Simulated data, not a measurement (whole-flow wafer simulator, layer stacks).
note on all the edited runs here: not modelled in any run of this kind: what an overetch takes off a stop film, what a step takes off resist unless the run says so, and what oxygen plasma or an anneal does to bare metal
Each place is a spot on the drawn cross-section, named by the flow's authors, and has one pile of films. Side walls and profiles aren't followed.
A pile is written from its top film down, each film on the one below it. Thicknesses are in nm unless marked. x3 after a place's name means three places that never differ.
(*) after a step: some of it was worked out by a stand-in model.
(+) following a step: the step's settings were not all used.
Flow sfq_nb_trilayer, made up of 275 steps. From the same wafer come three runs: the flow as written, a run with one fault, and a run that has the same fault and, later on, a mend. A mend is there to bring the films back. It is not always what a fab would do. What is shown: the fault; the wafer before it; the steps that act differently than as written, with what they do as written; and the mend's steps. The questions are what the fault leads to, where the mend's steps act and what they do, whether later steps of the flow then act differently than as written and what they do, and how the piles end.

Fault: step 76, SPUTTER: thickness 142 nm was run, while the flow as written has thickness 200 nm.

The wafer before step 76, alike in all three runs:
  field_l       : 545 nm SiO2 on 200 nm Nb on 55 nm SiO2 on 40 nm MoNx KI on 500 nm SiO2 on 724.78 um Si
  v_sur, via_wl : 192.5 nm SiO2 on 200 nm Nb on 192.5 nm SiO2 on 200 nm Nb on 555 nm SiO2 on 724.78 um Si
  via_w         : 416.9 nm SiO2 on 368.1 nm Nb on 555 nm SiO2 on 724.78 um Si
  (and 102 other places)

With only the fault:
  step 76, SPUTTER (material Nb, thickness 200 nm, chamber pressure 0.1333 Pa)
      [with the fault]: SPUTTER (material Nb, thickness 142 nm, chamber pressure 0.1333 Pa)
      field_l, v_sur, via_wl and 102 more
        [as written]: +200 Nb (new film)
        [with the fault]: +142 Nb (new film)
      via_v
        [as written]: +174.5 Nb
        [with the fault]: +124.6 Nb
  Later steps of the flow acting differently than as written (4 more steps, not shown, differ only slightly: by at most 2% or 0.5 nm, whichever is larger):
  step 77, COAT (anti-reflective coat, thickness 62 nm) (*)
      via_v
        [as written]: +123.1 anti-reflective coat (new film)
        [with the fault]: +120.5 anti-reflective coat (new film)
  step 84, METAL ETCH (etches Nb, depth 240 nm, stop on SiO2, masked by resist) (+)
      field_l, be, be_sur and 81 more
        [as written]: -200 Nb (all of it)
        [with the fault]: -142 Nb (all of it)
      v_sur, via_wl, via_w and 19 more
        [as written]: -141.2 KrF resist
        [with the fault]: -125.3 KrF resist
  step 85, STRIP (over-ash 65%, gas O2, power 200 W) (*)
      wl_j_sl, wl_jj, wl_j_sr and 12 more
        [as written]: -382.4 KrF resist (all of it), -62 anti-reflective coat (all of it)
        [with the fault]: -398.3 KrF resist (all of it), -62 anti-reflective coat (all of it)
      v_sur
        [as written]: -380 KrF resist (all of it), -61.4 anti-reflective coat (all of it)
        [with the fault]: -396 KrF resist (all of it), -61.4 anti-reflective coat (all of it)
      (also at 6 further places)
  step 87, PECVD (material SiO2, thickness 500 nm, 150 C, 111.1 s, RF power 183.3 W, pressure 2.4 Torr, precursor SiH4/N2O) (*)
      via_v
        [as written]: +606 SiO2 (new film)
        [with the fault]: +591.7 SiO2 (new film)
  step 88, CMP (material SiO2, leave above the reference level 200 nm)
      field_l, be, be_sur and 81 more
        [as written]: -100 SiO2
        [with the fault]: -158 SiO2
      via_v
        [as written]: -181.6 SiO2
        [with the fault]: -175.3 SiO2
  The piles end different from the flow's at v_sur, via_wl, via_w and 86 more by more than 2% or 0.5 nm, whichever is larger.
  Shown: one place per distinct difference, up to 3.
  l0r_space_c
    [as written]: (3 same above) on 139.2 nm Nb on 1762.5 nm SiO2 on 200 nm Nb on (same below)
    [with the fault]: (3 same above) on 139.2 nm Nb on 1704.5 nm SiO2 on 200 nm Nb on (same below)
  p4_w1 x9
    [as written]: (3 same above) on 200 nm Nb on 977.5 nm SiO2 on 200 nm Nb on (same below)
    [with the fault]: (3 same above) on 200 nm Nb on 919.5 nm SiO2 on 200 nm Nb on (same below)
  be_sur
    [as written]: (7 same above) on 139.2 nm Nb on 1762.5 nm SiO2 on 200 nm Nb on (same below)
    [with the fault]: (7 same above) on 139.2 nm Nb on 1704.5 nm SiO2 on 200 nm Nb on (same below)

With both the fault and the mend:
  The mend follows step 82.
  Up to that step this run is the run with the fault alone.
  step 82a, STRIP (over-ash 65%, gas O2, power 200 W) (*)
      p4_fl x3, p4_w1 x9, p4_g1 x2 and 48 more
        -62 anti-reflective coat (all of it)
      wl_j_sl, wl_jj, wl_j_sr and 12 more
        -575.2 KrF resist (all of it), -62 anti-reflective coat (all of it)
      moat, field_r, lsp_l and 6 more
        -61.8 anti-reflective coat (all of it)
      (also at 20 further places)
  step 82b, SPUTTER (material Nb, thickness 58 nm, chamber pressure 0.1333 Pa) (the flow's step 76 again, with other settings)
      field_l, v_sur, via_wl and 102 more
        +58 Nb
      via_v
        +46.1 Nb
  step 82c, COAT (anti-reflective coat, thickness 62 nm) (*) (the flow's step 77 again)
      p4_fl x3, p4_w1 x9, p4_g1 x2 and 63 more
        +62 anti-reflective coat (new film)
      moat, field_r, lsp_l and 6 more
        +61.8 anti-reflective coat (new film)
      be_r, r_sur, res, r_end
        +61.7 anti-reflective coat (new film)
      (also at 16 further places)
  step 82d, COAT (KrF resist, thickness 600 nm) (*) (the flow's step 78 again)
      p4_fl x3, p4_w1 x9, p4_g1 x2 and 63 more
        +600 KrF resist (new film)
      field_r, lsp_l, ln_m5, l0v
        +599.5 KrF resist (new film)
      lsp_m, ln_m6, lsp_r, l0_sur
        +599.6 KrF resist (new film)
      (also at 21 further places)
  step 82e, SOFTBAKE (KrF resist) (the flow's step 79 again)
      does not change any film at any place that is followed
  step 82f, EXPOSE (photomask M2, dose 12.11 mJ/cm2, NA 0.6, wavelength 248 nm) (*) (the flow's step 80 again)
      does not change any film at any place that is followed
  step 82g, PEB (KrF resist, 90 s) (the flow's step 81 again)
      field_l, v_sur, via_wl and 97 more
        -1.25 KrF resist
      via_w, via_wr, via_sp, wire, be
        -1.24 KrF resist
      via_v
        -1.59 KrF resist
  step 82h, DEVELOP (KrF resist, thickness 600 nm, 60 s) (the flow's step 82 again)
      p4_fl x3, p4_w1 x9, p4_g1 x2 and 48 more
        -598.7 KrF resist (all of it)
      v_sur, via_wl, via_w and 19 more
        -23.5 KrF resist
      lsp_l, ln_m5, lsp_m, ln_m6, lsp_r, l0_sur, l0v
        -598.3 KrF resist (all of it)
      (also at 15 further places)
  Later steps of the flow that are run all act as written at every place that is followed, up to a difference of at most 2% or 0.5 nm, whichever is larger.
  When the end is reached, the piles differ only a little from the flow's at the places that both follow, at most by 2% or 0.5 nm, whichever is larger.
